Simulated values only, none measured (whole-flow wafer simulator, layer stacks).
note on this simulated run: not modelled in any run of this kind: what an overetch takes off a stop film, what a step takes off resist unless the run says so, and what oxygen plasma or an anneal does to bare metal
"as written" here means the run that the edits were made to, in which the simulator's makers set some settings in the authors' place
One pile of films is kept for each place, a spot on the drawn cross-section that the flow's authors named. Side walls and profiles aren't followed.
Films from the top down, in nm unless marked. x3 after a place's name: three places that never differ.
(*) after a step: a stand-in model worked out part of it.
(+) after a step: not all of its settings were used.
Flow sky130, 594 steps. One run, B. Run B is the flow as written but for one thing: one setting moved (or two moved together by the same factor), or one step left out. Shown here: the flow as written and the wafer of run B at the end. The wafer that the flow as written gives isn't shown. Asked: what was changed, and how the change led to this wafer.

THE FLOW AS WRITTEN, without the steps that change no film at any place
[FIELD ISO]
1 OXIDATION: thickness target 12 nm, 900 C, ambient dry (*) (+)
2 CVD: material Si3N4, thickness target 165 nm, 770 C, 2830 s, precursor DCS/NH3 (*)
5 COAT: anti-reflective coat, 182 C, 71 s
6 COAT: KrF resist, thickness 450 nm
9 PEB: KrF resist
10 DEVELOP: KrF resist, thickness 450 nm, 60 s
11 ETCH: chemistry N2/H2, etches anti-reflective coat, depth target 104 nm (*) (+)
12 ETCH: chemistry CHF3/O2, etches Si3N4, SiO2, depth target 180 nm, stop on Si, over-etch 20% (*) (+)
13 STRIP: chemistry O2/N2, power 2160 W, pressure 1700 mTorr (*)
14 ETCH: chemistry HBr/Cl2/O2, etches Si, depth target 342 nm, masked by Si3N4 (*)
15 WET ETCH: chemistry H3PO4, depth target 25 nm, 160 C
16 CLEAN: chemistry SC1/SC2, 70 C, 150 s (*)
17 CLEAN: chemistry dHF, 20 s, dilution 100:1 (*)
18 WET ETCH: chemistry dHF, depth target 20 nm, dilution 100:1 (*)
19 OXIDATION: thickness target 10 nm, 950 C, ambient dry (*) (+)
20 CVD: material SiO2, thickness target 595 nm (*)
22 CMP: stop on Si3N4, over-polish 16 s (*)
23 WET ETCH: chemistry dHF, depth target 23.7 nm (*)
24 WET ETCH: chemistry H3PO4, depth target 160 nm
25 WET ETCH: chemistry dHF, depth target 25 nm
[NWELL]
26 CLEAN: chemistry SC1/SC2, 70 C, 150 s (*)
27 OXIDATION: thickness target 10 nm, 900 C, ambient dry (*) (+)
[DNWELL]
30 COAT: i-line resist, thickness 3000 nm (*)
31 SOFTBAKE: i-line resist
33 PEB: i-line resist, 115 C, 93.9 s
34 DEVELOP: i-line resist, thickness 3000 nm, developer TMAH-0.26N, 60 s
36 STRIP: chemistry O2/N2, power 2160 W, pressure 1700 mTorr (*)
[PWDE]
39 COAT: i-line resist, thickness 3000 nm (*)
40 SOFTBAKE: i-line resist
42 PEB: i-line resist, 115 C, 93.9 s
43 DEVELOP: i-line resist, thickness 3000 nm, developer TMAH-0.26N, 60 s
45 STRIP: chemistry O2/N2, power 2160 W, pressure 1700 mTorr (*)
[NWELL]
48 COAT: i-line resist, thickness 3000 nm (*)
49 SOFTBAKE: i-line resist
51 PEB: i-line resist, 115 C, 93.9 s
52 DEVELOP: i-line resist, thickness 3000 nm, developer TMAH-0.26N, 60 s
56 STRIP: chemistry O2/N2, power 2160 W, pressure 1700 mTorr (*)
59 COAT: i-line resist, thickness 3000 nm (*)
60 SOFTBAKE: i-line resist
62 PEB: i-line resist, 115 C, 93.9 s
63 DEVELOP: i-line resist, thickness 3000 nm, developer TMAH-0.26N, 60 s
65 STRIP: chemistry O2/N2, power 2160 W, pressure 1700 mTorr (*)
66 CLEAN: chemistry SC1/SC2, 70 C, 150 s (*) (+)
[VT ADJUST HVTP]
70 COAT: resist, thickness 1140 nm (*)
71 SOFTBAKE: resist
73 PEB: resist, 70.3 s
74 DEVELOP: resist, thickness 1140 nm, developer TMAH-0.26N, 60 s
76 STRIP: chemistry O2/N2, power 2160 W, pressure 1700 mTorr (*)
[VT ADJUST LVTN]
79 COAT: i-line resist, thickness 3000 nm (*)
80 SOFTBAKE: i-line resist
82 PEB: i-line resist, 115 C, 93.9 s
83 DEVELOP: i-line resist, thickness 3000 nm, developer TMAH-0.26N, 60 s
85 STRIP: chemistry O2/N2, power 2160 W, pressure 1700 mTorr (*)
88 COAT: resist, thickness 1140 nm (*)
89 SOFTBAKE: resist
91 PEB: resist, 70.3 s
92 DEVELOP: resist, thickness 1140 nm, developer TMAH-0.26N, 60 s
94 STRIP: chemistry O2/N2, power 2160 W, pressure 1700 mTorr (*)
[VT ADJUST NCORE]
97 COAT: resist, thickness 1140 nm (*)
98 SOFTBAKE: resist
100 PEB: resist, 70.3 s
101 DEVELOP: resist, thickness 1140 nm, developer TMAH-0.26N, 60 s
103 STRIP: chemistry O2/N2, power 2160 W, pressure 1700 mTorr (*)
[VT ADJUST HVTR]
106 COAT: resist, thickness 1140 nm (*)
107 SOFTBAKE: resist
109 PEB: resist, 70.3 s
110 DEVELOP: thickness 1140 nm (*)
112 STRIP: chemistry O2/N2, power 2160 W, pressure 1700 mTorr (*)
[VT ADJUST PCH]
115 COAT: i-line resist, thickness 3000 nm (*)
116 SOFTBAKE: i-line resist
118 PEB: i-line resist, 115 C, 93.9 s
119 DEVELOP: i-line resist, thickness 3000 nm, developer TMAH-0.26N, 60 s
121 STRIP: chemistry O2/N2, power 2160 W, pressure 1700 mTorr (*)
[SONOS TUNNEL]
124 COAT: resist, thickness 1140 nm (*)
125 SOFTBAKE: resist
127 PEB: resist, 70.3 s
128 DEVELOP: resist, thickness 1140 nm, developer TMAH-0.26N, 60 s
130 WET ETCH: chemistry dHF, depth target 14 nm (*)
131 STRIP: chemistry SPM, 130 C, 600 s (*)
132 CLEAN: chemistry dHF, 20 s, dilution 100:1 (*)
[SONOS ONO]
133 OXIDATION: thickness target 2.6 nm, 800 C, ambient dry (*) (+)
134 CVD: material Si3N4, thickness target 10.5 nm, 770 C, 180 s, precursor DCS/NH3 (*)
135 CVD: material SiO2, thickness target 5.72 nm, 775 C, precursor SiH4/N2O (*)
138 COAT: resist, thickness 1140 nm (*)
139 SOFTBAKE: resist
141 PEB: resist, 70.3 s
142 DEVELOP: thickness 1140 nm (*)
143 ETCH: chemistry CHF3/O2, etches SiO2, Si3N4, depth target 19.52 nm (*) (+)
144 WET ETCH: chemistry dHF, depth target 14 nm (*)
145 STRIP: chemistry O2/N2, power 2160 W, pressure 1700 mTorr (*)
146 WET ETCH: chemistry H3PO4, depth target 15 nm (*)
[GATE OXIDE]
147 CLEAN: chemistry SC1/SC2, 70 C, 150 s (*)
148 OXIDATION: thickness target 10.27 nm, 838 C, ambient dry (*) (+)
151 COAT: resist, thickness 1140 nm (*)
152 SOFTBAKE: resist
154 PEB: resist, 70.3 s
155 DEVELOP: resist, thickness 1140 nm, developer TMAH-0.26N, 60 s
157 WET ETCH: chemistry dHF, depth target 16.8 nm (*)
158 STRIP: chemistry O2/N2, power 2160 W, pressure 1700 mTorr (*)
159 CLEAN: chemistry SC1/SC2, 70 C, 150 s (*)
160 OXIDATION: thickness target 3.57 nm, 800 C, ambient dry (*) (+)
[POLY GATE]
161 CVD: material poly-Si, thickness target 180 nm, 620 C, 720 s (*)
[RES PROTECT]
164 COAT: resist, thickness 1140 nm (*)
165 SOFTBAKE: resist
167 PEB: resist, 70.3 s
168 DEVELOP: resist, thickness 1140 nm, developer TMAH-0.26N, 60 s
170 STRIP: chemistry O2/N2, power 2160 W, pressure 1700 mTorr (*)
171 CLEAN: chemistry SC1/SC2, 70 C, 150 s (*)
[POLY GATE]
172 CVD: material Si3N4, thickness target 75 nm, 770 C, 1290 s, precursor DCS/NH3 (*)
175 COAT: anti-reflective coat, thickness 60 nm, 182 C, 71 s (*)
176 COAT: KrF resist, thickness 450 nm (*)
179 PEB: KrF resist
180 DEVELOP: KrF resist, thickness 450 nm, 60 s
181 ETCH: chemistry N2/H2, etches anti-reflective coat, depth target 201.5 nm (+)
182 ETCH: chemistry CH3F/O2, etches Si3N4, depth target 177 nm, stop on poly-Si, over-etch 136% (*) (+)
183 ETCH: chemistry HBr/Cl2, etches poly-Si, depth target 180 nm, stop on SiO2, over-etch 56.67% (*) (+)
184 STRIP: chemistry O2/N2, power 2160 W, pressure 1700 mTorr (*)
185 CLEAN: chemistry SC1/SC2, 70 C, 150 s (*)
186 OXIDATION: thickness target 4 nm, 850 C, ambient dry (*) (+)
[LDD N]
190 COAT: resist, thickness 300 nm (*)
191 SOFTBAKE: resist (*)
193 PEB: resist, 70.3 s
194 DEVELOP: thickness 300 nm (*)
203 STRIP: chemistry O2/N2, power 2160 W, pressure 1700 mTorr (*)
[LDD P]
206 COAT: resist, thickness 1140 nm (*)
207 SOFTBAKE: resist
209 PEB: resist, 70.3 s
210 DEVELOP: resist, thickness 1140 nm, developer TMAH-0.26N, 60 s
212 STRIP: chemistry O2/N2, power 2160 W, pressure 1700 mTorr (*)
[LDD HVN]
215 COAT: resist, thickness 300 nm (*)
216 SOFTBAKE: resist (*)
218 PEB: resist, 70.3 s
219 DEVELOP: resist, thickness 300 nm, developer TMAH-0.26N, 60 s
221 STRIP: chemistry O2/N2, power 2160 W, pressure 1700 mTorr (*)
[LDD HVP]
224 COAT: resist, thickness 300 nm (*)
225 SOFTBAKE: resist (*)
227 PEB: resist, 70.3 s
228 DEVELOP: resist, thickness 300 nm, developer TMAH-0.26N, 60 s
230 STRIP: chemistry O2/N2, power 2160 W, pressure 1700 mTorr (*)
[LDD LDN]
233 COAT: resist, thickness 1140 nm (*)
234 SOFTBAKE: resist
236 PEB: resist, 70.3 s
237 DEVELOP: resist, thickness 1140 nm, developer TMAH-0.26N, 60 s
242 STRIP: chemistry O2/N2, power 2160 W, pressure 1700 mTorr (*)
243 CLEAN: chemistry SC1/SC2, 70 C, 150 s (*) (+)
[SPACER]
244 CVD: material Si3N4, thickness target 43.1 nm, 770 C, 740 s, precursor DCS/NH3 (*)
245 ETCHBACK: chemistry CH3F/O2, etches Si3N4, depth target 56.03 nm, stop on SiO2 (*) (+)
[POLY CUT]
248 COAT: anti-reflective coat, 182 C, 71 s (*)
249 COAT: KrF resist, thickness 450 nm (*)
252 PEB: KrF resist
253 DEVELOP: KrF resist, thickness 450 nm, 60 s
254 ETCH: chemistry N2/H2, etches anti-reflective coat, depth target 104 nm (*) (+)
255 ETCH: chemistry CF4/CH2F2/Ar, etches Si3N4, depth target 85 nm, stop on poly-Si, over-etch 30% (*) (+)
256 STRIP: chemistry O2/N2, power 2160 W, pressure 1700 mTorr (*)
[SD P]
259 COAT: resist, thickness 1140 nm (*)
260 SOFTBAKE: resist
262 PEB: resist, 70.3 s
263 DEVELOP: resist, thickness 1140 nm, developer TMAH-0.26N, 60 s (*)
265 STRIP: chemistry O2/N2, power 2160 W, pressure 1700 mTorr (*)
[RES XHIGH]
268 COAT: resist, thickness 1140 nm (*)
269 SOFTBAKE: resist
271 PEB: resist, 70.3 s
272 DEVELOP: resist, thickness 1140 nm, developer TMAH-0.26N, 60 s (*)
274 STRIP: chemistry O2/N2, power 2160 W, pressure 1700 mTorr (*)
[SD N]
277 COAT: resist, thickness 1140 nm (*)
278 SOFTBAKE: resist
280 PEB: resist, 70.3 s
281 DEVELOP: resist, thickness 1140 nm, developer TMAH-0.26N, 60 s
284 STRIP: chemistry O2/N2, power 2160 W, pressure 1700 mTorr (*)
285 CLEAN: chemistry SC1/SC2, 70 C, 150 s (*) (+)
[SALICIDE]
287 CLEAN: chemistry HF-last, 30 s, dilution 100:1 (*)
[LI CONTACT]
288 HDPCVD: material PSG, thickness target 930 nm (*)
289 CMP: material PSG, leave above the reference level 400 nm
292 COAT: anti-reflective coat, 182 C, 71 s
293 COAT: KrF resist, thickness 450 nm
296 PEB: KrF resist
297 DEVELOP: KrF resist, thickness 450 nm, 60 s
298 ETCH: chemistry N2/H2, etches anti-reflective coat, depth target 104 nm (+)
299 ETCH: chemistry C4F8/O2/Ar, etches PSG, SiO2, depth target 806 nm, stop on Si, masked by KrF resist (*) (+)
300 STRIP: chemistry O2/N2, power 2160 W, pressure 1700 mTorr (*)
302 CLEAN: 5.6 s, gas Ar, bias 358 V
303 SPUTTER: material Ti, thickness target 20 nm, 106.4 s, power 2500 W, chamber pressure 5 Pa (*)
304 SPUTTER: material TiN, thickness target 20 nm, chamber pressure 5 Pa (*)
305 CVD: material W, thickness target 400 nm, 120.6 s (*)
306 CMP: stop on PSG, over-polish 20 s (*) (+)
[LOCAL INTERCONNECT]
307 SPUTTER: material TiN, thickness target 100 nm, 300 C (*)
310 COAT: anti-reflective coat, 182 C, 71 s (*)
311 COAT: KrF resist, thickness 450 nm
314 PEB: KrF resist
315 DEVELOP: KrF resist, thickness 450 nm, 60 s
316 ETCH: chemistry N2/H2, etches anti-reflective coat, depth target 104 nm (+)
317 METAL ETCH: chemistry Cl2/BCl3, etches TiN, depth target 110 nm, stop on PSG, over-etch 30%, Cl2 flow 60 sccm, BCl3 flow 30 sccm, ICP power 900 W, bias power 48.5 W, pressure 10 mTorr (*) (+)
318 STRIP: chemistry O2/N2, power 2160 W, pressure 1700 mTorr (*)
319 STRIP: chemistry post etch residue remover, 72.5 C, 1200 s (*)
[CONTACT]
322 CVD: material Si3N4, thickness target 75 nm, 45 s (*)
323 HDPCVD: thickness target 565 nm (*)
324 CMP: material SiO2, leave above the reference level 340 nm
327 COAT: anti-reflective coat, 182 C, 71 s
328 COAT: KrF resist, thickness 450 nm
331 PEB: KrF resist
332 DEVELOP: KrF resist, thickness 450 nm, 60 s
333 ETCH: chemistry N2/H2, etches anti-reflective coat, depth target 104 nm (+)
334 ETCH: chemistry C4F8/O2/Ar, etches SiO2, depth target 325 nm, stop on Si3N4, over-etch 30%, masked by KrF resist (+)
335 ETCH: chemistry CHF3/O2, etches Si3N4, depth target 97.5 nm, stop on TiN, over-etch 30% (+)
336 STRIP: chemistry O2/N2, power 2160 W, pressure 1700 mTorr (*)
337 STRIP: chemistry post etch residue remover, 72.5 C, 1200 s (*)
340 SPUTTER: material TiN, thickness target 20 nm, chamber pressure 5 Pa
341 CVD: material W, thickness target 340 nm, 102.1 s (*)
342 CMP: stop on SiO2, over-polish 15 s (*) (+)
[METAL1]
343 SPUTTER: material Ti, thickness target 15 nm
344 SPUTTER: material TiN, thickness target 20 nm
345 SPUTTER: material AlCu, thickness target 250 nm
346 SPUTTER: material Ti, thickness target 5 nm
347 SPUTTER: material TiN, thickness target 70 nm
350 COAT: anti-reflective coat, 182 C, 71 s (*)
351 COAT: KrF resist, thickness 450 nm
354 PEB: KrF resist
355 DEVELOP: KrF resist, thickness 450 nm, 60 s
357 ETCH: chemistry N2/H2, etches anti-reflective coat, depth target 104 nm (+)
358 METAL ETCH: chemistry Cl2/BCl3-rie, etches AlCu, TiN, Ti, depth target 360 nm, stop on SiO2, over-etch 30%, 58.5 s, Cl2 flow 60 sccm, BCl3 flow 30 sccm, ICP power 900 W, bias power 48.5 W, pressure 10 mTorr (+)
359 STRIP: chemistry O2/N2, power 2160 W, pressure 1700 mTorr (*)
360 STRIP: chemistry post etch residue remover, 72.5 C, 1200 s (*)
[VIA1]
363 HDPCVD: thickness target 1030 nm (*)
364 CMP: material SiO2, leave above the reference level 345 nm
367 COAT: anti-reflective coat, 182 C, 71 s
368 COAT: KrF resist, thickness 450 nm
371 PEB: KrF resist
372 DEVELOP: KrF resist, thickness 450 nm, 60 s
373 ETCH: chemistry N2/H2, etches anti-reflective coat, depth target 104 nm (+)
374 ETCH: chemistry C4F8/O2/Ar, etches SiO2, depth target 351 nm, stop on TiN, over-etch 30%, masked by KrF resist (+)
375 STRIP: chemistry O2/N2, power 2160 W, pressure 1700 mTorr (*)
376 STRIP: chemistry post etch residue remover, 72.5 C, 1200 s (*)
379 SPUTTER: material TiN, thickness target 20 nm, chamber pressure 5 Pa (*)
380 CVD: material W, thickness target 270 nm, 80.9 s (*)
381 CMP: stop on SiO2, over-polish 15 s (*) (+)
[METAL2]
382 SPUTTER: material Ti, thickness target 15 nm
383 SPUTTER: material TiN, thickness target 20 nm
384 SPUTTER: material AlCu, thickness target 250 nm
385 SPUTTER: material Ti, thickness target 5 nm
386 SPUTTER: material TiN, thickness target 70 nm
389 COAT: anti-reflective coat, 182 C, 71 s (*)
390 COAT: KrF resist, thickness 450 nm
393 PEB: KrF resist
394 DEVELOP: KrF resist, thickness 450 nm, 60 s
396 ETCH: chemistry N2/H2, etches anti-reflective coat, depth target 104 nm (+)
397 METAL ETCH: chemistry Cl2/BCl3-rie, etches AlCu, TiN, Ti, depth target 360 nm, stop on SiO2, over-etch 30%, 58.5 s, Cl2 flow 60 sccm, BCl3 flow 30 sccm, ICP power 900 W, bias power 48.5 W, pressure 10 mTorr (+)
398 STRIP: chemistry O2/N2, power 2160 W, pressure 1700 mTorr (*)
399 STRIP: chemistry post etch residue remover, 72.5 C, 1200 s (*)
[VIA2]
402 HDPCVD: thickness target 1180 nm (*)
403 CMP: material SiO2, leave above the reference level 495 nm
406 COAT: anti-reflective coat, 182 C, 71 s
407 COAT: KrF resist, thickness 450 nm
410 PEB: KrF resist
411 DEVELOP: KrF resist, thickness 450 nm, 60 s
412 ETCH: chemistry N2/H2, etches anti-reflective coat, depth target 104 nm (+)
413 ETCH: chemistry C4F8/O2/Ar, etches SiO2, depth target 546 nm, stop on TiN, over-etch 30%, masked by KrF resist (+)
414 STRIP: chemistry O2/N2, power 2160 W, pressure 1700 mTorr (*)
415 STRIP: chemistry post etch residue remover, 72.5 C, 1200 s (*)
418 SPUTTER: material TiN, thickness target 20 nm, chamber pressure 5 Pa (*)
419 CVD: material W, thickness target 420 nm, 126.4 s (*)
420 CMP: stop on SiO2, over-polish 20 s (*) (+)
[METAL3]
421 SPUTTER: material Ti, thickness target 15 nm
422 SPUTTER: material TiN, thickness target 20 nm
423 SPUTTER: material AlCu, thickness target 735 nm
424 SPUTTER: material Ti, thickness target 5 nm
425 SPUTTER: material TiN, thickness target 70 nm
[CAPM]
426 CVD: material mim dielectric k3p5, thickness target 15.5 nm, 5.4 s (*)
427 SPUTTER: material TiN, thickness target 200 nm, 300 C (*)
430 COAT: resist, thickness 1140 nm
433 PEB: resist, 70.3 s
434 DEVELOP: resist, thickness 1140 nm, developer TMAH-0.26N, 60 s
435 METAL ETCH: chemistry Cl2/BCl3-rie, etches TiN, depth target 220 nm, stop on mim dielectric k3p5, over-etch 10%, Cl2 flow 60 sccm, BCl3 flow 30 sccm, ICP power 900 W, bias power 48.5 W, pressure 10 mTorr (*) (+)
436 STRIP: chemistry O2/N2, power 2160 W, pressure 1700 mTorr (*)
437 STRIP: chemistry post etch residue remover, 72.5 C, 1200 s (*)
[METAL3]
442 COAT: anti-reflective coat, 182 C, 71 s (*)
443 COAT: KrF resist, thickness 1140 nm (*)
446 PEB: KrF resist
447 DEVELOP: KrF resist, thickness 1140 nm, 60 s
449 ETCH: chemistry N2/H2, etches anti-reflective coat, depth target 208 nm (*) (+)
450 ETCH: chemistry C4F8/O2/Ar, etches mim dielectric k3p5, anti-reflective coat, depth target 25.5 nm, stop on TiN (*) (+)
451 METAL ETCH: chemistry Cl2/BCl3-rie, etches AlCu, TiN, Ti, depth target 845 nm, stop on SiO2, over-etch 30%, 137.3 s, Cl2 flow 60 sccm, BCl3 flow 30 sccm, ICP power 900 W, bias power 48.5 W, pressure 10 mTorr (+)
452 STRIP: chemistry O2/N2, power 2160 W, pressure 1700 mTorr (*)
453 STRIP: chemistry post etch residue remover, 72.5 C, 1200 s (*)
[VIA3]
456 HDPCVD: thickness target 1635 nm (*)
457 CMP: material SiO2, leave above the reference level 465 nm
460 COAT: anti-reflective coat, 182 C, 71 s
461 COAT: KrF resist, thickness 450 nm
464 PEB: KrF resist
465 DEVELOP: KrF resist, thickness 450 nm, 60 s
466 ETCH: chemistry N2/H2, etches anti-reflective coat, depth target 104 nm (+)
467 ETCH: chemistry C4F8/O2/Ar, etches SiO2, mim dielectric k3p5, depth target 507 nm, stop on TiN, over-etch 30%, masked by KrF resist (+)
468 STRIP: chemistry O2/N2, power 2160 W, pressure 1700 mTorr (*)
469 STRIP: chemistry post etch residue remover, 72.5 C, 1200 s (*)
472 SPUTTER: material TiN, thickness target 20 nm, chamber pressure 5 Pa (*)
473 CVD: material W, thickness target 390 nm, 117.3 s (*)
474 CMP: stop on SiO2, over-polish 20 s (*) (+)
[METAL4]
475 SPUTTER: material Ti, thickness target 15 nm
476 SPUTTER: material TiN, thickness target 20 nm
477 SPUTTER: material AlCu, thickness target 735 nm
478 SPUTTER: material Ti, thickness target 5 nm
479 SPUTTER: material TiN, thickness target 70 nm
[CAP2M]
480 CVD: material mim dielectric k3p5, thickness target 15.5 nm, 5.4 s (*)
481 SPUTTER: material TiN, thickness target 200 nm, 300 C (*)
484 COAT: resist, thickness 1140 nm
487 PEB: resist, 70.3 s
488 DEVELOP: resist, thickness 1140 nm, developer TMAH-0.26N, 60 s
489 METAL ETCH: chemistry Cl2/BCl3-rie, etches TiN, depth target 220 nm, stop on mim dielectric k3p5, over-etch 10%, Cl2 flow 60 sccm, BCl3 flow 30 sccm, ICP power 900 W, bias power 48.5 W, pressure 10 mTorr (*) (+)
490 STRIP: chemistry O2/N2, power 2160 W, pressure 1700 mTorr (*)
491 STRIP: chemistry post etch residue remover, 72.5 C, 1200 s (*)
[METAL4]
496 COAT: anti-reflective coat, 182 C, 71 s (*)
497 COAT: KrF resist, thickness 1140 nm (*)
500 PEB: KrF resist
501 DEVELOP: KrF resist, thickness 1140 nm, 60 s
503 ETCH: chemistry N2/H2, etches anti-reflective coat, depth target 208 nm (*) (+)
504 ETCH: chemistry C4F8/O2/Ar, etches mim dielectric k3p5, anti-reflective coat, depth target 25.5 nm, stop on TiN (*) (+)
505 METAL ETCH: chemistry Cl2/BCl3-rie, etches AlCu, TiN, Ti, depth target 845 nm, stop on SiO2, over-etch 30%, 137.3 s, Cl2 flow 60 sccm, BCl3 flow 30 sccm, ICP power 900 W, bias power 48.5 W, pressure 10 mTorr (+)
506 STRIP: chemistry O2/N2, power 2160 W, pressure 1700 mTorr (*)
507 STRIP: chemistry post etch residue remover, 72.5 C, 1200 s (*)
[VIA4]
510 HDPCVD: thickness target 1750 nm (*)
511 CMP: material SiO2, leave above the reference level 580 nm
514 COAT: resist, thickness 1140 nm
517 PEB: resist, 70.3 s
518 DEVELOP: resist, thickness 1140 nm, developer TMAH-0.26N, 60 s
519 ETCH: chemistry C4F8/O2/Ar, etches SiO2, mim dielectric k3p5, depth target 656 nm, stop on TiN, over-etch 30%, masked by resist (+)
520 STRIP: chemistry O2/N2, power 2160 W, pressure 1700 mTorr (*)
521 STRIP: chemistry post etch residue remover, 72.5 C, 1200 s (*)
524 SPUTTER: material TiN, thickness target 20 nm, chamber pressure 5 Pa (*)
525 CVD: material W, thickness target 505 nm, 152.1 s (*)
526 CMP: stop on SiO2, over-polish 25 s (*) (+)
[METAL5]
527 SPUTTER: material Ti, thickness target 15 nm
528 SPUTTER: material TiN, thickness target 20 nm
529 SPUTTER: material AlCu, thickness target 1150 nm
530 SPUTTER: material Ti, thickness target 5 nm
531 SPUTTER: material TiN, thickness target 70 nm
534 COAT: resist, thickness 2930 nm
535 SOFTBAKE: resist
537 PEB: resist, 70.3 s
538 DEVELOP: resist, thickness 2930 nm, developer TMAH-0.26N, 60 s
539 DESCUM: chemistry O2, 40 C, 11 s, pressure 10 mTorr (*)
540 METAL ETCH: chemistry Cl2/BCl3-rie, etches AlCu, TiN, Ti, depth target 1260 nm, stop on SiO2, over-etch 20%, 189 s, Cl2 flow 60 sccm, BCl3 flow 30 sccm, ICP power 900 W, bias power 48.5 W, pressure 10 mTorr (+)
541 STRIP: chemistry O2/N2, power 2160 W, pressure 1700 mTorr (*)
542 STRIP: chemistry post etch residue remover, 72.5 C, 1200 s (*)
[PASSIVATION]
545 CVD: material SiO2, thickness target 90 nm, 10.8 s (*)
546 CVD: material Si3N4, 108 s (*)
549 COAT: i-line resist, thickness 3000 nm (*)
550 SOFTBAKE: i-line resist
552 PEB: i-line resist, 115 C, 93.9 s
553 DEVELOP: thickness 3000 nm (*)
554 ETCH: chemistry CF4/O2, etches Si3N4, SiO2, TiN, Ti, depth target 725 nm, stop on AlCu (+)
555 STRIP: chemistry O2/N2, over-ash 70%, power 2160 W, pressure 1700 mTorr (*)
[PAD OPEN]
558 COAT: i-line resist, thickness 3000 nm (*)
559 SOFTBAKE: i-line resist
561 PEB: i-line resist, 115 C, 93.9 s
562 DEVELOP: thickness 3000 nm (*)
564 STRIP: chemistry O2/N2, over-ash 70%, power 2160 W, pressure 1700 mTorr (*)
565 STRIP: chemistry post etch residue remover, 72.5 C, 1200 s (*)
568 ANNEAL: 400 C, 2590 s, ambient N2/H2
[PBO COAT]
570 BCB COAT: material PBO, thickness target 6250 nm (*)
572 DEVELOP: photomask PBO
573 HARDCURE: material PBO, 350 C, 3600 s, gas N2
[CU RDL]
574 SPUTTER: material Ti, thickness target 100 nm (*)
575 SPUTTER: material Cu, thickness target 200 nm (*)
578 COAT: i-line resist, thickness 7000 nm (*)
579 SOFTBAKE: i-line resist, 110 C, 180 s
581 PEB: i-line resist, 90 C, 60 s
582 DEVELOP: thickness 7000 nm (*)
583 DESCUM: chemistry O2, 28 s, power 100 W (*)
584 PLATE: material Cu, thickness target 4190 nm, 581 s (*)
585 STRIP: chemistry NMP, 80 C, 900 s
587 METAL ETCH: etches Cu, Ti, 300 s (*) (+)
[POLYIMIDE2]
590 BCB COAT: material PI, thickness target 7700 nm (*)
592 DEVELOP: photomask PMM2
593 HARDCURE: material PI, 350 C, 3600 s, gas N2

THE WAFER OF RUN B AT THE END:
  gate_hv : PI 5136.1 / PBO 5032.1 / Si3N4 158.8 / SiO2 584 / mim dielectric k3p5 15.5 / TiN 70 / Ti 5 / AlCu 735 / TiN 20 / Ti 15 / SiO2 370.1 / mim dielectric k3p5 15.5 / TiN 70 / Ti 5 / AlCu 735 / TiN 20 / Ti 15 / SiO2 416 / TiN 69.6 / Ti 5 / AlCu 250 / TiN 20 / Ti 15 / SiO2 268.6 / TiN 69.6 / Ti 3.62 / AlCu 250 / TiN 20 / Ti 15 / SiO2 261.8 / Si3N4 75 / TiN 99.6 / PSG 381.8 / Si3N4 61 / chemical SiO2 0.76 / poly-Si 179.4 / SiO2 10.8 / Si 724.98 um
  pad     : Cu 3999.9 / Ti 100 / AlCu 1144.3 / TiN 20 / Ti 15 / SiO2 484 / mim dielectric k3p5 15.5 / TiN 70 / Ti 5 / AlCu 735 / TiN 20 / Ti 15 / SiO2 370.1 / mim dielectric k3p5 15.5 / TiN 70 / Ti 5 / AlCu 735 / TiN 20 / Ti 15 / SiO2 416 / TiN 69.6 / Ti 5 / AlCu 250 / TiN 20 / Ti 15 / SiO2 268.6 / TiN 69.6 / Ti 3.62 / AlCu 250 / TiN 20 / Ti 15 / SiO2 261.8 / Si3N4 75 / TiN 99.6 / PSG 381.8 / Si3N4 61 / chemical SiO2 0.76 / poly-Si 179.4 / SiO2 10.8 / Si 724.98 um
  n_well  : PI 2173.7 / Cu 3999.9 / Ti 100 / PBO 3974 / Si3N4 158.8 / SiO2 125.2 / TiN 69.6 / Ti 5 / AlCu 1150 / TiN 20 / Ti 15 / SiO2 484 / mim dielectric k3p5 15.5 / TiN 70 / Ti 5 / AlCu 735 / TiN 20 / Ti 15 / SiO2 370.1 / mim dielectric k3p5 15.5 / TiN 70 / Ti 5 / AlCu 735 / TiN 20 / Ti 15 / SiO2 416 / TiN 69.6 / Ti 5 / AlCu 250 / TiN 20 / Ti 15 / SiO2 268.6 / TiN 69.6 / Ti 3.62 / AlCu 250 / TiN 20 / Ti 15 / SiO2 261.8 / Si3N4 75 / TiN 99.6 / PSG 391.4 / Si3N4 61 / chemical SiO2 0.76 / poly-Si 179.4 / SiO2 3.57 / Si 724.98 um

The cause: step 346, SPUTTER: thickness target 3.62 nm was run, where the flow has thickness target 5 nm.
It can be read off the wafer: gate_hv has Ti 3.62, and step 346 as written asks for 5 nm.

How the change led to this, step by step:
  346 SPUTTER: material Ti, thickness target 5 nm
      field, active, n_well and 188 more: Ti +3.62 (new film) (as written it would be: Ti +5 (new film))
  358 METAL ETCH: chemistry Cl2/BCl3-rie, etches AlCu, TiN, Ti, depth target 360 nm, stop on SiO2, over-etch 30%, 58.5 s, Cl2 flow 60 sccm, BCl3 flow 30 sccm, ICP power 900 W, bias power 48.5 W, pressure 10 mTorr (+)
      field, active, gate and 81 more: TiN -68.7 (all of it), Ti -3.62 (all of it), AlCu -250 (all of it), TiN -20 (all of it), Ti -15 (all of it), SiO2 -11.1 (as written it would be: TiN -68.7 (all of it), Ti -5 (all of it), AlCu -250 (all of it), TiN -20 (all of it), Ti -15 (all of it), SiO2 -10.9)
